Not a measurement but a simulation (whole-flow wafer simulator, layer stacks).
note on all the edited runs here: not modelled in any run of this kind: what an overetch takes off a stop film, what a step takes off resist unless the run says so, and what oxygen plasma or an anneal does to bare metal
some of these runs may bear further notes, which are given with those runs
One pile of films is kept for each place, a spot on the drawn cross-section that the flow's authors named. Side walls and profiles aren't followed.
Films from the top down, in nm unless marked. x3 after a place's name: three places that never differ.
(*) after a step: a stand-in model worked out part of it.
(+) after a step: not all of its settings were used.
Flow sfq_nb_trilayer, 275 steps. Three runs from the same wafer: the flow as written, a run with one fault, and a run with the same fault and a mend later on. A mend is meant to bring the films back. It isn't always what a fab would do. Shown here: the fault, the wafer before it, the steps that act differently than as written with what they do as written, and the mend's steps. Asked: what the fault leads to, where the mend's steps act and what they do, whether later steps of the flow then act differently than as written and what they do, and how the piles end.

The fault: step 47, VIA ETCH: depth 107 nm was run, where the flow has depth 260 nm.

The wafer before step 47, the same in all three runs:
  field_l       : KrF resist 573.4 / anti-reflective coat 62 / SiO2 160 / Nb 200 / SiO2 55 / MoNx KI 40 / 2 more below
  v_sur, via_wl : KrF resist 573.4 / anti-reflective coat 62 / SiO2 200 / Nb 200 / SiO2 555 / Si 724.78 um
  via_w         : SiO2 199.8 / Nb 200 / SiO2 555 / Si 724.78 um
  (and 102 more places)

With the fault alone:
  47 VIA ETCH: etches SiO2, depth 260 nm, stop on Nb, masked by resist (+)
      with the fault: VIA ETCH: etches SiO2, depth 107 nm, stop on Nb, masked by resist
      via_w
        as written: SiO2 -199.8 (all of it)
        with the fault: SiO2 -107
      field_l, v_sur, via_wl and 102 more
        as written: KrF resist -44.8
        with the fault: KrF resist -18.4
  Later steps of the flow that act differently than as written (3 more steps differ only slightly, by at most 2% or 0.5 nm, whichever is larger, and aren't shown):
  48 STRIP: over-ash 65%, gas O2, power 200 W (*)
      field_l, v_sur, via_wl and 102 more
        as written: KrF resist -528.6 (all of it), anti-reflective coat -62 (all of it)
        with the fault: KrF resist -555 (all of it), anti-reflective coat -62 (all of it)
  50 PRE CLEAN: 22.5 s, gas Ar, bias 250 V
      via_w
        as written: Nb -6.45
        with the fault: SiO2 -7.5
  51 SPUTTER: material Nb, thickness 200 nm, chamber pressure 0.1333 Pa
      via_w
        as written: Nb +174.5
        with the fault: Nb +192.7 (new film)
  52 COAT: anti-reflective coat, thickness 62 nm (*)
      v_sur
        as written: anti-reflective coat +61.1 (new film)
        with the fault: anti-reflective coat +57 (new film)
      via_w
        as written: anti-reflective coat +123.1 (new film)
        with the fault: anti-reflective coat +106.3 (new film)
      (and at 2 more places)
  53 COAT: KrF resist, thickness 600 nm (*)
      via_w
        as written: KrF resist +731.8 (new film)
        with the fault: KrF resist +652.8 (new film)
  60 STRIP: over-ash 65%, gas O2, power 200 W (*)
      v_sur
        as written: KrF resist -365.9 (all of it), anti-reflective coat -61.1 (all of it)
        with the fault: KrF resist -376.9 (all of it), anti-reflective coat -57 (all of it)
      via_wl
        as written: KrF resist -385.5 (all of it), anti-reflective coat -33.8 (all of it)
        with the fault: KrF resist -396.4 (all of it), anti-reflective coat -33.6 (all of it)
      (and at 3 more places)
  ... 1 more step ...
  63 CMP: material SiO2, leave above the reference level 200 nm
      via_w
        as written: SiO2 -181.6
        with the fault: SiO2 -185.6
  At the end the piles differ from the flow's by more than 2% or 0.5 nm, whichever is larger, at via_w.
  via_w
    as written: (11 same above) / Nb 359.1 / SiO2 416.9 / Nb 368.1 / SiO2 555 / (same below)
    with the fault: (11 same above) / Nb 359.1 / SiO2 306.9 / Nb 192.7 / SiO2 85.3 / Nb 200 / SiO2 555 / (same below)

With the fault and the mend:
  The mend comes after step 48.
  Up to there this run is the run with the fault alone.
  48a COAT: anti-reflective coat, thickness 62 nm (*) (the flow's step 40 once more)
      p4_fl x3, p4_w1 x9, p4_g1 x2 and 63 more
        anti-reflective coat +62 (new film)
      be_sur, gap, jj_sur and 17 more
        anti-reflective coat +61.9 (new film)
      field_l, via_v
        anti-reflective coat +61.7 (new film)
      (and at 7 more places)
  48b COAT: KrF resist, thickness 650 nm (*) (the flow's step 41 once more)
      p4_fl x3, p4_w1 x9, p4_g1 x2 and 63 more
        KrF resist +650 (new film)
      res, r_end, moat and 6 more
        KrF resist +649.7 (new film)
      ce_r, sp_r, be_r, r_sur
        KrF resist +649.6 (new film)
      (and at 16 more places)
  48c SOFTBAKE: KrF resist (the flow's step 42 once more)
      changes no film at any place that is followed
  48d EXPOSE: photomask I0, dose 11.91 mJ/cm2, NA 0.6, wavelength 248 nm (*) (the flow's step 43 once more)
      changes no film at any place that is followed
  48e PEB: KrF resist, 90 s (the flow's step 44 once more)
      be_sur, gap, jj_sur and 94 more
        KrF resist -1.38
      field_l, v_sur, via_sp, via_v, wire, be
        KrF resist -1.37
      via_wl, via_wr
        KrF resist -1.41
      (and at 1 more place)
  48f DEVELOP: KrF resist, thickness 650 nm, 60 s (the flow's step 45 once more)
      field_l, v_sur, via_wl and 102 more
        KrF resist -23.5
      via_w
        KrF resist -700 (all of it)
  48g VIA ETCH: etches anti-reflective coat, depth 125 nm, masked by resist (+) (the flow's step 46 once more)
      field_l, v_sur, via_wl and 102 more
        KrF resist -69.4
      via_w
        anti-reflective coat -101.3 (all of it), SiO2 -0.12
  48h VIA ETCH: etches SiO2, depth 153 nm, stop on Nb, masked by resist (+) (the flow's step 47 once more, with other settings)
      field_l, v_sur, via_wl and 102 more
        KrF resist -24
      via_w
        SiO2 -92.7 (all of it)
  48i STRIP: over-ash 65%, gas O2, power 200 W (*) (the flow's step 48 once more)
      p4_fl x3, p4_w1 x9, p4_g1 x2 and 63 more
        KrF resist -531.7 (all of it), anti-reflective coat -62 (all of it)
      r_end, moat, field_r and 7 more
        KrF resist -531.4 (all of it), anti-reflective coat -61.9 (all of it)
      sp_r, be_r, r_sur, res
        KrF resist -531.3 (all of it), anti-reflective coat -61.9 (all of it)
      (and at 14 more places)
  No later step of the flow acts differently than as written, at any place that is followed, by more than 2% or 0.5 nm, whichever is larger.
  At the end the piles differ from the flow's only slightly at the places that both follow, by at most 2% or 0.5 nm, whichever is larger.
